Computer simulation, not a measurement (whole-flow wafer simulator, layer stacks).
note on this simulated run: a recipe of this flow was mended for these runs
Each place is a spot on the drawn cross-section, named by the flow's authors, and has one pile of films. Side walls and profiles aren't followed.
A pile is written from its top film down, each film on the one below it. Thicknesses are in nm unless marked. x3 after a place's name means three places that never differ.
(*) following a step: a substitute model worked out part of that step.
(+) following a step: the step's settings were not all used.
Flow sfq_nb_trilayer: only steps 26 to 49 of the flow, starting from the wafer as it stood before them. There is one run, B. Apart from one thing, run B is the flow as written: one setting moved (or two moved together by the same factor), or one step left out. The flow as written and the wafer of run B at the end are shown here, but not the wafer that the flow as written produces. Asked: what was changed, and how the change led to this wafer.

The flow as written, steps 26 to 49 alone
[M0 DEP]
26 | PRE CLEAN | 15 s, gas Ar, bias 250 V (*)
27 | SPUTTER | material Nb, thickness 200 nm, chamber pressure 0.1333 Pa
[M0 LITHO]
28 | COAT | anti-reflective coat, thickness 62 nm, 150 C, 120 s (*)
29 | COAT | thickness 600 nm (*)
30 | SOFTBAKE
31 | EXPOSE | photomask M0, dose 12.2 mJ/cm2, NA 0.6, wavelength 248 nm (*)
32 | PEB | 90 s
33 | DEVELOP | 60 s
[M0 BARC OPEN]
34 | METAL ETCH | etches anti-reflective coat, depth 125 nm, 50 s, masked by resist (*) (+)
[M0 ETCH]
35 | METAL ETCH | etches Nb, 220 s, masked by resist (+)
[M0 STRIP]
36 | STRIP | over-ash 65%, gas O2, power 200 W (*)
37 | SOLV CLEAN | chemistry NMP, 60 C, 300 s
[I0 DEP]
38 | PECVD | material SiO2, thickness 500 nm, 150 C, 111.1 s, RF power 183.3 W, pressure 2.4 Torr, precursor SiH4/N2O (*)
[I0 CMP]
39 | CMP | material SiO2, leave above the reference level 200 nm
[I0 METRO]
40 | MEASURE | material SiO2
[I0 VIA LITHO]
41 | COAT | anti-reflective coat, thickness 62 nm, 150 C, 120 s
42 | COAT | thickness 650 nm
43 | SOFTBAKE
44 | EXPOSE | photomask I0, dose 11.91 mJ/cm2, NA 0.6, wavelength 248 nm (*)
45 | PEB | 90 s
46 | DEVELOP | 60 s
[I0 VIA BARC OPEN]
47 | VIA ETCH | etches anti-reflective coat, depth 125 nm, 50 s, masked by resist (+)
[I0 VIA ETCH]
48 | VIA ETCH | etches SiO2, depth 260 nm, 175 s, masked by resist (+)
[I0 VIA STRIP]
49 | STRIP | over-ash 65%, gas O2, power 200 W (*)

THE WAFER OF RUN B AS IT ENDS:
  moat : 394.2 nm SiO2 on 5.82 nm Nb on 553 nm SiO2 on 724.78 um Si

The reason: step 35, METAL ETCH: 178 s was run, while the flow as written has 220 s.

Step by step, how the change led to this:
  35 | METAL ETCH | etches Nb, 220 s, masked by resist (+)
      moat, m0r_space_l x2: Nb loses 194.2 (in the flow as written it would be: Nb loses 200 (all of it), SiO2 loses 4)
      field_l, v_sur, via_wl and 100 more: KrF-resist-other-grade loses 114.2 (in the flow as written it would be: KrF-resist-other-grade loses 141.2)
  36 | STRIP | over-ash 65%, gas O2, power 200 W (*)
      p4_fl x71: KrF-resist-other-grade loses 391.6 (all of it), anti-reflective coat loses 62 (all of it) (in the flow as written it would be: KrF-resist-other-grade loses 364.6 (all of it), anti-reflective coat loses 62 (all of it))
      jj_sur, ce_l, c5j, res: KrF-resist-other-grade loses 397.4 (all of it), anti-reflective coat loses 63.7 (all of it) (in the flow as written it would be: KrF-resist-other-grade loses 370.5 (all of it), anti-reflective coat loses 63.7 (all of it))
      (and at 28 other places as well)
  38 | PECVD | material SiO2, thickness 500 nm, 150 C, 111.1 s, RF power 183.3 W, pressure 2.4 Torr, precursor SiH4/N2O (*)
      moat, m0r_space_l x2: SiO2 gains 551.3 (new film) (in the flow as written it would be: SiO2 gains 561.1)
Taking metal films that touch as one body, moat has 1 body; the flow as written gives 0 bodies.
